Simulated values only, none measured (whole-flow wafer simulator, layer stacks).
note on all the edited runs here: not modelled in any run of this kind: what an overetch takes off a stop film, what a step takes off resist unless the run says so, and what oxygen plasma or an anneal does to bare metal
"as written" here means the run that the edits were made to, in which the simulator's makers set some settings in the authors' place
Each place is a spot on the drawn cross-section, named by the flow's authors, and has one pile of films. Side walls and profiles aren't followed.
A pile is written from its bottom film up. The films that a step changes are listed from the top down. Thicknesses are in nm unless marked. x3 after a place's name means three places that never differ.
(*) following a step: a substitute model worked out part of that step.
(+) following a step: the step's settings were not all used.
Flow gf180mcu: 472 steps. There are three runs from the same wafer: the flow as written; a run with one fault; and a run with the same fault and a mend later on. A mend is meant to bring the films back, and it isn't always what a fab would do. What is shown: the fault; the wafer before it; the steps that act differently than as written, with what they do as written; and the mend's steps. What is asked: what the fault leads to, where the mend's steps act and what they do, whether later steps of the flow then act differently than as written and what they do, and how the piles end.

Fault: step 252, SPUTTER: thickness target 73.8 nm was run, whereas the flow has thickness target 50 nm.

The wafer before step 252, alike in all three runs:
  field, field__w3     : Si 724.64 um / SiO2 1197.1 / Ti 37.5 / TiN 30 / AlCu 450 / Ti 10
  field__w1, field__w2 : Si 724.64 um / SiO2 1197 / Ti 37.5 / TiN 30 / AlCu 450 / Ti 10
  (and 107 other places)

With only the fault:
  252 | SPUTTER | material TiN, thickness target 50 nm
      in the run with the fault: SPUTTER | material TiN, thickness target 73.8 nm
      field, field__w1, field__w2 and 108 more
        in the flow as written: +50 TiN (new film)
        in the run with the fault: +73.8 TiN (new film)
  Steps later in the flow that act otherwise than as written (3 other steps are not shown; they differ only slightly, by no more than 2% or 0.5 nm, whichever is larger):
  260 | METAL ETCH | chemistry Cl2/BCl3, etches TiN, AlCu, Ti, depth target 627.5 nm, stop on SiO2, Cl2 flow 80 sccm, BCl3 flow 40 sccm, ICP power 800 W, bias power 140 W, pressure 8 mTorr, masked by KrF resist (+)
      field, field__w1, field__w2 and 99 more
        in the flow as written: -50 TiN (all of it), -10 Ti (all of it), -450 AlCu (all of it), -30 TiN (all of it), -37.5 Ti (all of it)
        in the run with the fault: -73.8 TiN (all of it), -10 Ti (all of it), -450 AlCu (all of it), -30 TiN (all of it), -37.5 Ti (all of it)
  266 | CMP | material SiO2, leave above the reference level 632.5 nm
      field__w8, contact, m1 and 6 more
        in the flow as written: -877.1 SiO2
        in the run with the fault: -900.9 SiO2
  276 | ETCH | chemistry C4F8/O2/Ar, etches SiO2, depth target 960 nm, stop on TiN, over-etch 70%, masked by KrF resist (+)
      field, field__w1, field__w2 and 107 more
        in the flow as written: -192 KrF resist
        in the run with the fault: -186.5 KrF resist
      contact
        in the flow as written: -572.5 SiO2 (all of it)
        in the run with the fault: -548.7 SiO2 (all of it)
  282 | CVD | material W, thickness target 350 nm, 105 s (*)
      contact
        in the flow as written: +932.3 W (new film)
        in the run with the fault: +908.3 W (new film)
  By the end, the piles at field__w8, contact, m1 and 6 more depart from the flow's by more than 2% or 0.5 nm, whichever is larger.
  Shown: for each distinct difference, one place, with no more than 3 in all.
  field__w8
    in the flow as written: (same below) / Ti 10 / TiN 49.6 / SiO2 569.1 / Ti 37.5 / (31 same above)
    in the run with the fault: (same below) / Ti 10 / TiN 73.4 / SiO2 545.3 / Ti 37.5 / (31 same above)
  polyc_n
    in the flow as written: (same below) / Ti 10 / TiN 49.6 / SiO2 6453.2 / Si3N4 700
    in the run with the fault: (same below) / Ti 10 / TiN 73.4 / SiO2 6429.4 / Si3N4 700
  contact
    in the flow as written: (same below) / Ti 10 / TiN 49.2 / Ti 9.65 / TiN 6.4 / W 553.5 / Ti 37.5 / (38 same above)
    in the run with the fault: (same below) / Ti 10 / TiN 73 / Ti 9.79 / TiN 6.49 / W 529.5 / Ti 37.5 / (38 same above)

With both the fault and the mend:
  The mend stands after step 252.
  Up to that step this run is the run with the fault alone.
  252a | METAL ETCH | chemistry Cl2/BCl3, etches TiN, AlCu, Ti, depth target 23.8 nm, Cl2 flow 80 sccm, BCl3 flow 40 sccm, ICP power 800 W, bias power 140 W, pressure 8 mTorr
      field, field__w1, field__w2 and 108 more
        -23.8 TiN
  Later steps of the flow that are run all act as written at every place that is followed.
  By the end, the piles equal the flow's at every place that both follow.
